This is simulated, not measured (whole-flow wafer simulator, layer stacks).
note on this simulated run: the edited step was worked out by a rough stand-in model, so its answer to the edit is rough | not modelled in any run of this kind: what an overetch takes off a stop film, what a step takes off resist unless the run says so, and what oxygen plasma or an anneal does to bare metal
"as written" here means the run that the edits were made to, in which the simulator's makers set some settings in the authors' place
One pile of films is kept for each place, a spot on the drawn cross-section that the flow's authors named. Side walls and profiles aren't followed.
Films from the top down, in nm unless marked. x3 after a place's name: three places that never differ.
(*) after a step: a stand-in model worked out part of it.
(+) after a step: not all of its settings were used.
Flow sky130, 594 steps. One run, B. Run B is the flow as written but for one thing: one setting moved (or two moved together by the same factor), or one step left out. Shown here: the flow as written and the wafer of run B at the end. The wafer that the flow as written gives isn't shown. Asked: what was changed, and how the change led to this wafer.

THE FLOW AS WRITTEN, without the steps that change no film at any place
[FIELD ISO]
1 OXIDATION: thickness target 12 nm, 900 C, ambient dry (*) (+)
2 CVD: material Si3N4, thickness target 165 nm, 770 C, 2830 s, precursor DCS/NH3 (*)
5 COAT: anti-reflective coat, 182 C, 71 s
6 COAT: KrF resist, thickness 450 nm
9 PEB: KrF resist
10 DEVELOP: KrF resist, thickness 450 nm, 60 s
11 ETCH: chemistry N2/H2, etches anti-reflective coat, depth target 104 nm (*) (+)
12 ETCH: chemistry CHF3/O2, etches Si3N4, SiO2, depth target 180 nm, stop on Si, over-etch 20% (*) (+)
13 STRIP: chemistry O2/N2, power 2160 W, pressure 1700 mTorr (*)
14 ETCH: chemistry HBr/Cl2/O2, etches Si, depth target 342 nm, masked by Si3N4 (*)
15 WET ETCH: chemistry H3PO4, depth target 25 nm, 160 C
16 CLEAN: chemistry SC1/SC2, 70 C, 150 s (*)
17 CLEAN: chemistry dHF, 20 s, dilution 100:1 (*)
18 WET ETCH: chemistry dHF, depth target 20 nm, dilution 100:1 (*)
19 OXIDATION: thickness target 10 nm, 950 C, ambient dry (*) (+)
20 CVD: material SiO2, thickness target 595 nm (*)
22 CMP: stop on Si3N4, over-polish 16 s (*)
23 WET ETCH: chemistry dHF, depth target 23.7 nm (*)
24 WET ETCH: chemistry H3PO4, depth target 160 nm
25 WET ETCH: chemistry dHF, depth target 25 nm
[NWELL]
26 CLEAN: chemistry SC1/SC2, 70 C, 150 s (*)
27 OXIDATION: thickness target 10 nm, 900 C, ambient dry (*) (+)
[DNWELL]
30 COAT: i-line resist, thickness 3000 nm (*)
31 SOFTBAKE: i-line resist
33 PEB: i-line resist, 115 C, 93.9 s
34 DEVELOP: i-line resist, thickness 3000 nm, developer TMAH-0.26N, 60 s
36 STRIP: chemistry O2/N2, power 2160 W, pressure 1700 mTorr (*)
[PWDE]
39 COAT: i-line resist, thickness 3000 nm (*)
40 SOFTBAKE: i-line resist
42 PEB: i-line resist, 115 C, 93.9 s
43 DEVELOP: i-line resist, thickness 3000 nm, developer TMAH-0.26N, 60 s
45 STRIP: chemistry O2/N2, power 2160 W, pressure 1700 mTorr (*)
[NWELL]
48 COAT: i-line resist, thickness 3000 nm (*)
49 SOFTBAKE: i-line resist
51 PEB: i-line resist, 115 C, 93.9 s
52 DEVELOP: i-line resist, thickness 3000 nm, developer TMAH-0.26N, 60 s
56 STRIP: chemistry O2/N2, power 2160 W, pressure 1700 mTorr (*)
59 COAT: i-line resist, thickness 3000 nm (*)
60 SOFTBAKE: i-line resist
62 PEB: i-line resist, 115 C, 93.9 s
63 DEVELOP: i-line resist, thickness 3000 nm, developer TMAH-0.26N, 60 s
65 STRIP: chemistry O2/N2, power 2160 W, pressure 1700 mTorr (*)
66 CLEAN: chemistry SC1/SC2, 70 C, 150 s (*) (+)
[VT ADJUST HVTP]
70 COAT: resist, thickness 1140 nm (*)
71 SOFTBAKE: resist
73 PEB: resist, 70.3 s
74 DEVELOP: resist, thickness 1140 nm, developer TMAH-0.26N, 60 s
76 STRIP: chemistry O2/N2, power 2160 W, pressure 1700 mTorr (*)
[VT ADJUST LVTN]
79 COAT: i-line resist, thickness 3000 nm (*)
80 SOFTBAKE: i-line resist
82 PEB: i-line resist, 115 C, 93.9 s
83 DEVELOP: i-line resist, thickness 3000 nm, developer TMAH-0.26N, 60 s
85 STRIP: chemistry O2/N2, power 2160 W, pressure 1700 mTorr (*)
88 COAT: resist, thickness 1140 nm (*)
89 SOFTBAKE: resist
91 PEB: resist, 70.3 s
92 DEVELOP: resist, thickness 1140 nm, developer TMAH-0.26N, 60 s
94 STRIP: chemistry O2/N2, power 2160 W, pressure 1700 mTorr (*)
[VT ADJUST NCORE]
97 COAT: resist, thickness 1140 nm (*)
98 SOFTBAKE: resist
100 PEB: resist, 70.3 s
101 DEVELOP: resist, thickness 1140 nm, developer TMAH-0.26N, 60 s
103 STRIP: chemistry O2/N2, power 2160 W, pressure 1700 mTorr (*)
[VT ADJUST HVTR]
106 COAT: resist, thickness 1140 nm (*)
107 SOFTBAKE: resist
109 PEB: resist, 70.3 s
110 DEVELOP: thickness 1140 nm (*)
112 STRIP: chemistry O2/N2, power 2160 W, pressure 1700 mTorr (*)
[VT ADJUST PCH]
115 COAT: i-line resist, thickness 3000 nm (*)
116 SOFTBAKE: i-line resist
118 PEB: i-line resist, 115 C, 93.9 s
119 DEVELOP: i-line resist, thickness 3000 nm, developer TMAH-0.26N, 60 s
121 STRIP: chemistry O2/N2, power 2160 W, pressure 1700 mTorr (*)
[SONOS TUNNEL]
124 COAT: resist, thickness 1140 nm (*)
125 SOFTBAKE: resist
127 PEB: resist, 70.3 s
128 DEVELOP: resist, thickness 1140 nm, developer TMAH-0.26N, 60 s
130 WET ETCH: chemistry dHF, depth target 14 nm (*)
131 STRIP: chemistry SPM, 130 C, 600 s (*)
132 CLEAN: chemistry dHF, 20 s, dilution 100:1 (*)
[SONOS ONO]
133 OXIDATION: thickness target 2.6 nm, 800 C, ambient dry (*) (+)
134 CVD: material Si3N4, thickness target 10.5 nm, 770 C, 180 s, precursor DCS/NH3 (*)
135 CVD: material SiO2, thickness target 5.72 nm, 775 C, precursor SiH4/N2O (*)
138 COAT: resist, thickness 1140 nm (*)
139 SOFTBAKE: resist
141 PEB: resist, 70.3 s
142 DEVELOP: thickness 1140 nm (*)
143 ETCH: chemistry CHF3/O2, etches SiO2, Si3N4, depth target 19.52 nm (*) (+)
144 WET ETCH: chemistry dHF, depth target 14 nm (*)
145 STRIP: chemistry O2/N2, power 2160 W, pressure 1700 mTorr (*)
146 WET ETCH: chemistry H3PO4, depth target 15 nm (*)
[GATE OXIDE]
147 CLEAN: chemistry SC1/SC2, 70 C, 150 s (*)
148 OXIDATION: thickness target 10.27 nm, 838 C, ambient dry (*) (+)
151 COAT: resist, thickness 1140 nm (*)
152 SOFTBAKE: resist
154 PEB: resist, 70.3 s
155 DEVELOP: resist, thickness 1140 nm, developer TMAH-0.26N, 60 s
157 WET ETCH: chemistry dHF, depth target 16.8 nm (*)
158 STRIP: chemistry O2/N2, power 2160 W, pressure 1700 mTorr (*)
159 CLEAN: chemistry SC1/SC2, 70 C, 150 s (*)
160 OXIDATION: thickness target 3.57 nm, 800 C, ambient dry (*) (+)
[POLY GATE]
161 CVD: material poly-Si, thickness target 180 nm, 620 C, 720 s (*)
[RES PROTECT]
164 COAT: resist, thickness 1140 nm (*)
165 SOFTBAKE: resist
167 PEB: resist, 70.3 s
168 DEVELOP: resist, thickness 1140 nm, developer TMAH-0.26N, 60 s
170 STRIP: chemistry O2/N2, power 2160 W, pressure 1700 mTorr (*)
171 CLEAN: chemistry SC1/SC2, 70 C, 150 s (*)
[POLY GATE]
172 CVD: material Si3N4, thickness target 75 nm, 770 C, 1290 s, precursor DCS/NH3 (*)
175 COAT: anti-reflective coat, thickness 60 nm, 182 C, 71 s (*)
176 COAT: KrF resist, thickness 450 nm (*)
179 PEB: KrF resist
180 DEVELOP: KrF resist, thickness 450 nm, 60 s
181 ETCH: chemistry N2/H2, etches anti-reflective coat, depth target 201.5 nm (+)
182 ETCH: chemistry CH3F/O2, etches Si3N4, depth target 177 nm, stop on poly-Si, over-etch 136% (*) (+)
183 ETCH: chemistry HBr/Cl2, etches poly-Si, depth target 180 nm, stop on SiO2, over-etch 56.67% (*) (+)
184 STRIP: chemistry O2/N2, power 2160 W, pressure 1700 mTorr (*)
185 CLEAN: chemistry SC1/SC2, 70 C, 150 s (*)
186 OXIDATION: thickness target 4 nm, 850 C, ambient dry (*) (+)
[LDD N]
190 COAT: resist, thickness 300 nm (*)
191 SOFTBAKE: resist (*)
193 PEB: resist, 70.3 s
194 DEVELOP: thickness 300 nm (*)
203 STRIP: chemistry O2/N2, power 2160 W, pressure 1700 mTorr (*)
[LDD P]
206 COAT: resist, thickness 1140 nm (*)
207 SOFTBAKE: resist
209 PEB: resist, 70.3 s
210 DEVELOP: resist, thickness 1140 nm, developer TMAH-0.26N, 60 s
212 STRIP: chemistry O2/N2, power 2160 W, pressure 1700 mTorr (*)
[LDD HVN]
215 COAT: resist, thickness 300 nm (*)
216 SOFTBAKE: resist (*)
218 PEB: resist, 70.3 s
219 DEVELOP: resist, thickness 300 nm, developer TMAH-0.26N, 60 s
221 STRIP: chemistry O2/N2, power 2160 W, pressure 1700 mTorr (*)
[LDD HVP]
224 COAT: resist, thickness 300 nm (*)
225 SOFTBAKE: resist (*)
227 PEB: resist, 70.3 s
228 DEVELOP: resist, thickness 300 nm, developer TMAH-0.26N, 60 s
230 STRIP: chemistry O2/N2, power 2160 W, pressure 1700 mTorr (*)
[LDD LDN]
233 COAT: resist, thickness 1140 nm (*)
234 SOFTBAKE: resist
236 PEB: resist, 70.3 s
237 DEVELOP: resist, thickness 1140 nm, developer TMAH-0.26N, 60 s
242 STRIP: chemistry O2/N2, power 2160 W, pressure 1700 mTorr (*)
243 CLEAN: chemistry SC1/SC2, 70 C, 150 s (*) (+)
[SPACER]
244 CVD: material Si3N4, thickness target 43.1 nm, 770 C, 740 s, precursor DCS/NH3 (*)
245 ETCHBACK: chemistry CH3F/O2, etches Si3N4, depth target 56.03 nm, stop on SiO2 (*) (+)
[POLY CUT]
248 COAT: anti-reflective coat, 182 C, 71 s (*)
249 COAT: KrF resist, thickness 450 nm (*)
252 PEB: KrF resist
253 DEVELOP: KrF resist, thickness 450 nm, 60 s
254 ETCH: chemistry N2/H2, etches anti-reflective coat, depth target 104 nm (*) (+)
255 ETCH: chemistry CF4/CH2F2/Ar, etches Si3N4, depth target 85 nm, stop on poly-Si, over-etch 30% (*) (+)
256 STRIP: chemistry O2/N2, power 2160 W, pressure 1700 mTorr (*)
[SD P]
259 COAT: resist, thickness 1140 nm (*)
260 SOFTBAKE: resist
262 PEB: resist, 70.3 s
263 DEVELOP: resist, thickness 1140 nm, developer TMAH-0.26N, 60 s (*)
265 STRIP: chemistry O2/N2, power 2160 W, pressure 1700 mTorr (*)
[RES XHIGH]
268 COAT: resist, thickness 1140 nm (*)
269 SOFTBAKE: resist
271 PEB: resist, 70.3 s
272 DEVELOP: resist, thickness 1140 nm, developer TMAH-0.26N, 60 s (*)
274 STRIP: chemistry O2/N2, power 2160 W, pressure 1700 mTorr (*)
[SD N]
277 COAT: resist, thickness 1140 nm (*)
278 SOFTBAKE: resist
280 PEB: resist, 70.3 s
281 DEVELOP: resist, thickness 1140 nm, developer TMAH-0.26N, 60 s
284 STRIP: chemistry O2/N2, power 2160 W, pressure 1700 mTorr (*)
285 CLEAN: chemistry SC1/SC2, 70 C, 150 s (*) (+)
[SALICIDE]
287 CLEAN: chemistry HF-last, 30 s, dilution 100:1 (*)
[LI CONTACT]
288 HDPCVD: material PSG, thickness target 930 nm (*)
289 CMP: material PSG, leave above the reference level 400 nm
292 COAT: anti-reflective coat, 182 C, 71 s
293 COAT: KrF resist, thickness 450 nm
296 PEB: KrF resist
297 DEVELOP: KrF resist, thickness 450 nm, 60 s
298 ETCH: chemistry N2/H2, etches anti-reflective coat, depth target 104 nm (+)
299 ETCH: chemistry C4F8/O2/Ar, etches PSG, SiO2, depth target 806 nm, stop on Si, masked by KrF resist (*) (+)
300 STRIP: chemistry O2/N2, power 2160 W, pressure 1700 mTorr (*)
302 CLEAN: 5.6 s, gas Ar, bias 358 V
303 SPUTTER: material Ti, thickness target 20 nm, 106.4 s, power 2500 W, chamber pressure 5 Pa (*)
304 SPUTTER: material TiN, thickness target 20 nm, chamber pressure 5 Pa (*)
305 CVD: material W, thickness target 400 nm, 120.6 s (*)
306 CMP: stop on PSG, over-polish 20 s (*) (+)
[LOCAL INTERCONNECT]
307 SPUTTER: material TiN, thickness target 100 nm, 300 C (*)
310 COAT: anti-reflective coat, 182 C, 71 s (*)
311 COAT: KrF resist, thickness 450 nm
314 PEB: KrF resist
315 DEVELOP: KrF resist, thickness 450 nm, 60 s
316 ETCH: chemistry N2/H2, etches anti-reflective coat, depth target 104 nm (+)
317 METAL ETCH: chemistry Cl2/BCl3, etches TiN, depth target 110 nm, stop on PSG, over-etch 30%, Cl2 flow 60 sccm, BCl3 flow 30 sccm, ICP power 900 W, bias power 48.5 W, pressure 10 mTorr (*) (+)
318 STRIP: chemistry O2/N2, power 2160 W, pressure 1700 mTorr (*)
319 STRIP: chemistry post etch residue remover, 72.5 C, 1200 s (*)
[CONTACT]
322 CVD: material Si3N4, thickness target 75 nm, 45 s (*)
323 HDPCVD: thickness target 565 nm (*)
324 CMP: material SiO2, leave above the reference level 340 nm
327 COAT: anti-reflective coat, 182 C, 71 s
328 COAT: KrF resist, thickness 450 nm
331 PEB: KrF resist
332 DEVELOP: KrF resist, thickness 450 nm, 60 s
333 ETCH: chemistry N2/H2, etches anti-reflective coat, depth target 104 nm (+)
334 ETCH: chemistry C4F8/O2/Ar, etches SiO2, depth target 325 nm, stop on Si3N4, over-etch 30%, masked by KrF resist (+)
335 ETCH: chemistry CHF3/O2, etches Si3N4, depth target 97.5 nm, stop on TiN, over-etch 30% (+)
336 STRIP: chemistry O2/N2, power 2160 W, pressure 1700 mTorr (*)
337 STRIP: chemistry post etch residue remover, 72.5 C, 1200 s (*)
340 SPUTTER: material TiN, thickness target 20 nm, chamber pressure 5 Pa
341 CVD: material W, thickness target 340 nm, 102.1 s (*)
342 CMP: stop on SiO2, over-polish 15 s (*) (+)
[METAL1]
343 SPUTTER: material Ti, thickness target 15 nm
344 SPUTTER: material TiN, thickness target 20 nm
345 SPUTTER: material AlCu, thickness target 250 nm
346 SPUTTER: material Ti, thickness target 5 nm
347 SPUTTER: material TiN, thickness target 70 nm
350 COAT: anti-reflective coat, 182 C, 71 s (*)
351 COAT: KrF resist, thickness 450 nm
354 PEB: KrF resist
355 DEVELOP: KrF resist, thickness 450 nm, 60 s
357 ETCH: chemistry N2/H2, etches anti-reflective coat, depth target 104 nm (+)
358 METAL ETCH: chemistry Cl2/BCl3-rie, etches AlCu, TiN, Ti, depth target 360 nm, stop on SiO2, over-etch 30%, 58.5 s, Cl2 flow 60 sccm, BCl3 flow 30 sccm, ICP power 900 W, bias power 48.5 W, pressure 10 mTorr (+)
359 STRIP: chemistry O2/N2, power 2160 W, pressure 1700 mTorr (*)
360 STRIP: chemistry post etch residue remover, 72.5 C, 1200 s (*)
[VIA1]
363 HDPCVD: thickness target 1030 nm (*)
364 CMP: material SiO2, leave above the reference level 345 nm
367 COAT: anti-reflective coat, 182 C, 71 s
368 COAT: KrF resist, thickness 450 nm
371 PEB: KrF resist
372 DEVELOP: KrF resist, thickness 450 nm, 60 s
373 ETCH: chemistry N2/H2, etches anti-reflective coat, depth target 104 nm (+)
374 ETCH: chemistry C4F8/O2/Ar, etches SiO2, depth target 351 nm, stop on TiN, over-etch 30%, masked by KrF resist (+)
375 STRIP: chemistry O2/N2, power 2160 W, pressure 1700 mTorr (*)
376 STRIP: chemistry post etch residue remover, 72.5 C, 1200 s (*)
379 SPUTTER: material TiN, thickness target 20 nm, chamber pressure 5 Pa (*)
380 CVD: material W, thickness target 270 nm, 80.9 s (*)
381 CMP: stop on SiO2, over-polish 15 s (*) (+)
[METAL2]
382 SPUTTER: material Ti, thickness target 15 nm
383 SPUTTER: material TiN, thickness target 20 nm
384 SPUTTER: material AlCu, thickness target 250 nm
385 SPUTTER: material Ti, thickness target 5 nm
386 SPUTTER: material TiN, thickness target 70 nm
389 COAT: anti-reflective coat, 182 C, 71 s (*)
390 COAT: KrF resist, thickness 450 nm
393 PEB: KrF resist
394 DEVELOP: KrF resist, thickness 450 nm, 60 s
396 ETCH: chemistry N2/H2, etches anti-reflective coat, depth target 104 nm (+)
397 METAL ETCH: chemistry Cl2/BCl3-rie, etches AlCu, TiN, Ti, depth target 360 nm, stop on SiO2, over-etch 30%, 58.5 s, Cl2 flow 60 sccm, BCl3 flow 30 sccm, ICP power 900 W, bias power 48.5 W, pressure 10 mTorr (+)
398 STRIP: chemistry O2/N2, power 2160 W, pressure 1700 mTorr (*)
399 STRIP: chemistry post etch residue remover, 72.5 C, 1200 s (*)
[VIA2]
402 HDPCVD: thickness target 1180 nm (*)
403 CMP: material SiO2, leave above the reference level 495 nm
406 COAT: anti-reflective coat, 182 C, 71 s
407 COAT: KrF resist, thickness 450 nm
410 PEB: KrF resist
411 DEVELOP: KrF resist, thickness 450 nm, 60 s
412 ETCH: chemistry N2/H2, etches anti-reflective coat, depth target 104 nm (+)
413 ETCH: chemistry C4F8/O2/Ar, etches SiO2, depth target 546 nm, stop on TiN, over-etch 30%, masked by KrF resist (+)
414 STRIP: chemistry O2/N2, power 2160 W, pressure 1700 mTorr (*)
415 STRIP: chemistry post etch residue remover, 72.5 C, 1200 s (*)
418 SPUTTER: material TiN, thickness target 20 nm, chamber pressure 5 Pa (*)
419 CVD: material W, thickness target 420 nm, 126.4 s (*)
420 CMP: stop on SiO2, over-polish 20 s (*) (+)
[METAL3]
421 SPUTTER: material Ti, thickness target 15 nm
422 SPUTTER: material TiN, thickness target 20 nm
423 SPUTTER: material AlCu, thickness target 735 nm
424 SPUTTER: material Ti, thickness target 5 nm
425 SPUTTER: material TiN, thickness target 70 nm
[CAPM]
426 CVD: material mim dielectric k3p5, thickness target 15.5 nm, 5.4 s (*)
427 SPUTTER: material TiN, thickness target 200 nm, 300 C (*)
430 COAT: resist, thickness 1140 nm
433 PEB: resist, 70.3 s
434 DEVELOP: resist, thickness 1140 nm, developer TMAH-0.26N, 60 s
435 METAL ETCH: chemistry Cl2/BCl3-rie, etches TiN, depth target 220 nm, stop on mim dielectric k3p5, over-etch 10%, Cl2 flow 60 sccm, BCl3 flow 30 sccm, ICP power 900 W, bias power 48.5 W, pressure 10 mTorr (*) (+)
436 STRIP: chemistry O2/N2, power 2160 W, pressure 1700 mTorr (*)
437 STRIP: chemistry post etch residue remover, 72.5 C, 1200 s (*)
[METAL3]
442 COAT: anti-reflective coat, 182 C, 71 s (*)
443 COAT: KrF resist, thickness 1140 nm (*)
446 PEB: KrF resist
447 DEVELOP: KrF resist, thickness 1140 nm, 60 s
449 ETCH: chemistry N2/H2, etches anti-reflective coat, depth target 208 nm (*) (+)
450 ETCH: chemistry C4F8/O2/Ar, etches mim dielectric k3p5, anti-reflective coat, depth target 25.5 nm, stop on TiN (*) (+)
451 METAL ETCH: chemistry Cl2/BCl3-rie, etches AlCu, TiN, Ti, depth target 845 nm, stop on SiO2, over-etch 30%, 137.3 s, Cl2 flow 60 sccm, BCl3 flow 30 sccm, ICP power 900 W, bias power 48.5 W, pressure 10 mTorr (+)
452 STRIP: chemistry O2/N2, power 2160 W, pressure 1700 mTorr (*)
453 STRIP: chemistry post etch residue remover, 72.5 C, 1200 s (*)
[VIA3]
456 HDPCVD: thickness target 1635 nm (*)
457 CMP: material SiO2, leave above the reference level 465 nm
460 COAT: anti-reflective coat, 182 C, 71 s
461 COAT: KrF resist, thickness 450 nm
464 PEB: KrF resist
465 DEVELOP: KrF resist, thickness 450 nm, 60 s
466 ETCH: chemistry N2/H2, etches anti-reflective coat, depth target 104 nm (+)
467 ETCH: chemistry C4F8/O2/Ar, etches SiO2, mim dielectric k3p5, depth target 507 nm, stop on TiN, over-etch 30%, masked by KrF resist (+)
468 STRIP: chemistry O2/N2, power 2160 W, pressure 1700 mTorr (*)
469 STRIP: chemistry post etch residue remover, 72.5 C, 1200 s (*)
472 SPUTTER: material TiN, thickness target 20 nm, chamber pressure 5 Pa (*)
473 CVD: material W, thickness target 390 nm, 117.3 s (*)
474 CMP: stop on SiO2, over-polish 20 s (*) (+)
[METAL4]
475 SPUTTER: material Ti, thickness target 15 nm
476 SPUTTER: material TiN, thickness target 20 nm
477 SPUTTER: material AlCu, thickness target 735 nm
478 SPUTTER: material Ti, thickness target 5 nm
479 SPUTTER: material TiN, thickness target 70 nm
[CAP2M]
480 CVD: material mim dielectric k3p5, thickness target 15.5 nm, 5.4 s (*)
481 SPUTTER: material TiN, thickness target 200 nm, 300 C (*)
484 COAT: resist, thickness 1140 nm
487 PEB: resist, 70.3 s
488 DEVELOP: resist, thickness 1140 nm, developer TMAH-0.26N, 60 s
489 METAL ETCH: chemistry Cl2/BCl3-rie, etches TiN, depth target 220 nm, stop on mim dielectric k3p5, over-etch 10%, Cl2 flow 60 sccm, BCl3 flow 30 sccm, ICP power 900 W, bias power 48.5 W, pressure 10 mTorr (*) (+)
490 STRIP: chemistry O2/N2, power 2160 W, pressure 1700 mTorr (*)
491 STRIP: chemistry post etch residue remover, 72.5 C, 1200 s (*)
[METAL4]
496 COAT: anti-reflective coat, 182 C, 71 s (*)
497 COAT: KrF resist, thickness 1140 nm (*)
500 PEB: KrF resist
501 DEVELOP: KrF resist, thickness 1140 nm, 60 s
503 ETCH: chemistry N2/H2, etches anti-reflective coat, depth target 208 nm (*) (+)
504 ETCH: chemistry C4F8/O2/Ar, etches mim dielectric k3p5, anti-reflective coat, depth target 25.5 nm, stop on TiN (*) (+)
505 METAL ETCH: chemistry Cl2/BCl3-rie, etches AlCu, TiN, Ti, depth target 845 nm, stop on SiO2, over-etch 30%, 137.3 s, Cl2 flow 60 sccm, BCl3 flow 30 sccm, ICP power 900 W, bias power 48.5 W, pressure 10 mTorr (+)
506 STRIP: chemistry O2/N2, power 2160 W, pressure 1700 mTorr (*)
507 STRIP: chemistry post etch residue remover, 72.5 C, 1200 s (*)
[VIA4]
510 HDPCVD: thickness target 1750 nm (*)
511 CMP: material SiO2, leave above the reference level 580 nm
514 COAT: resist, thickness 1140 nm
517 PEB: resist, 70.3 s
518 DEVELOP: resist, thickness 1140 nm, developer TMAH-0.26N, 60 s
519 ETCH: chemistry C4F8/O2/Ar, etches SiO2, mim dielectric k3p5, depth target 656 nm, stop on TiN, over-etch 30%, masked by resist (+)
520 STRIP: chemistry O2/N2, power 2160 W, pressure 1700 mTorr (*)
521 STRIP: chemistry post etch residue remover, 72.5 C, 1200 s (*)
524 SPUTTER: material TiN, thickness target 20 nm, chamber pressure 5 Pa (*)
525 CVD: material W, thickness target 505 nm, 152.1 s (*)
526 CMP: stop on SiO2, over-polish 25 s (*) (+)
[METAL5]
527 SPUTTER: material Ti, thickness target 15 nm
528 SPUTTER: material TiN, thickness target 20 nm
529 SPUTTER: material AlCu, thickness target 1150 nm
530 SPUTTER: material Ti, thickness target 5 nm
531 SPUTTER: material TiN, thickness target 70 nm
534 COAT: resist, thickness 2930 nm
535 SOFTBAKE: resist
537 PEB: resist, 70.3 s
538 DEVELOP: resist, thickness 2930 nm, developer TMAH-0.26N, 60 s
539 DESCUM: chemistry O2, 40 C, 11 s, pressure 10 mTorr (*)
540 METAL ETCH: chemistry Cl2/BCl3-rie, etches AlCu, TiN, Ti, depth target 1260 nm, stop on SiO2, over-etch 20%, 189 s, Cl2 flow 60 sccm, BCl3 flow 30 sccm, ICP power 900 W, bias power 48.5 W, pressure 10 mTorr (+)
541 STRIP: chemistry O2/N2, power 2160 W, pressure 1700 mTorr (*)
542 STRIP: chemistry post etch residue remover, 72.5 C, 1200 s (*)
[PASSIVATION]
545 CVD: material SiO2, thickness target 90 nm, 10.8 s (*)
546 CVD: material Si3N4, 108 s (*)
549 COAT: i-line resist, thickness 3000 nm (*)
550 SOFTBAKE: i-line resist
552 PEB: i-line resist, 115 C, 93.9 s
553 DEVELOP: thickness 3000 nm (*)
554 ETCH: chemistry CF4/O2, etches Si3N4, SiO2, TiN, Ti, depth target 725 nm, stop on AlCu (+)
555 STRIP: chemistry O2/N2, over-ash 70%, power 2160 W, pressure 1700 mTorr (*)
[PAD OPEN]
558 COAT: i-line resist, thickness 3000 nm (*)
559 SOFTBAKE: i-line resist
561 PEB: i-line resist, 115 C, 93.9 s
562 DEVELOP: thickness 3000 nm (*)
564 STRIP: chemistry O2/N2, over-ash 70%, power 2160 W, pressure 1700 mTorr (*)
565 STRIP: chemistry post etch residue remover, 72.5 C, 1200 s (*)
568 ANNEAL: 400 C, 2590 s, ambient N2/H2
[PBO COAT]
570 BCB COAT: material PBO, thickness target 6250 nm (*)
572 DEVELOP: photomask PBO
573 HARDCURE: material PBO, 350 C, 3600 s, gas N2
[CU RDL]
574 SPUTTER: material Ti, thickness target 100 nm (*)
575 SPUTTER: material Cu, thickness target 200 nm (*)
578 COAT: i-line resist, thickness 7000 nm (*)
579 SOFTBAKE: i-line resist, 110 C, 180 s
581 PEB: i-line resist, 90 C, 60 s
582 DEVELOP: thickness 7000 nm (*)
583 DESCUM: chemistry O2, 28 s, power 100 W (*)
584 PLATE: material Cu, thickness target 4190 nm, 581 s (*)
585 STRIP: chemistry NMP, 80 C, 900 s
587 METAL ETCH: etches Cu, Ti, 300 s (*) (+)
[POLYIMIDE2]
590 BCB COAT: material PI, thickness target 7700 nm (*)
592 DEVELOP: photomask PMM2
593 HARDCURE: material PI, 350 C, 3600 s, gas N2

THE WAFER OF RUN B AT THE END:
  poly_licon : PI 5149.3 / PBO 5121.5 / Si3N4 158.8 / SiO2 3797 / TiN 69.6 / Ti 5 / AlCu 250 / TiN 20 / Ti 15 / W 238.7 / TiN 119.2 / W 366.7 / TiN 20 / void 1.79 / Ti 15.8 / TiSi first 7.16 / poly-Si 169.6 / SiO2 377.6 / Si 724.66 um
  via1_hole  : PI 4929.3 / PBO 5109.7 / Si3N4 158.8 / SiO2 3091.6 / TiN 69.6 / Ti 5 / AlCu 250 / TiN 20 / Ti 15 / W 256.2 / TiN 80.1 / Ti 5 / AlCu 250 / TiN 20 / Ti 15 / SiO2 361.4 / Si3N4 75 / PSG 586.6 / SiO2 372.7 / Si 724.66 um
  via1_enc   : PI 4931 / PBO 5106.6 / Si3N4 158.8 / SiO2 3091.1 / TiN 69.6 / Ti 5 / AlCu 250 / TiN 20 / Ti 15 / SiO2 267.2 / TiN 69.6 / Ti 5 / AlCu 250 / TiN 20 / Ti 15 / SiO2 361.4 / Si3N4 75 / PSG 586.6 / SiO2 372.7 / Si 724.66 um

The cause: step 341, CVD: thickness target 238 nm was run, where the flow has thickness target 340 nm; step 341, CVD: 71.48 s was run, where the flow has 102.1 s.

How the change led to this, step by step:
  341 CVD: material W, thickness target 340 nm, 102.1 s (*)
      field, active, n_well and 185 more: W +238.7 (new film) (as written it would be: W +340 (new film))
      ndiff_licon, ndiff_licon_cpp, rpo_hd_licon: W +589.2 (new film) (as written it would be: W +690.5 (new film))
  342 CMP: stop on SiO2, over-polish 15 s (*) (+)
      poly_licon: nothing (as written it would be: W -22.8)
      field, active, n_well and 184 more: W -238.7 (all of it), TiN -20 (all of it), SiO2 -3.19 (as written it would be: W -340 (all of it), TiN -20 (all of it), SiO2 -3.19)
      (and at 3 more places)
  350 COAT: anti-reflective coat, 182 C, 71 s (*)
      poly_licon: anti-reflective coat +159 (new film) (as written it would be: anti-reflective coat +80.5 (new film))
  359 STRIP: chemistry O2/N2, power 2160 W, pressure 1700 mTorr (*)
      poly_licon: KrF resist -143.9 (all of it), anti-reflective coat -159 (all of it) (as written it would be: KrF resist -143.9 (all of it), anti-reflective coat -80.5 (all of it))
  364 CMP: material SiO2, leave above the reference level 345 nm
      poly_licon: SiO2 -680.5 (as written it would be: SiO2 -759)
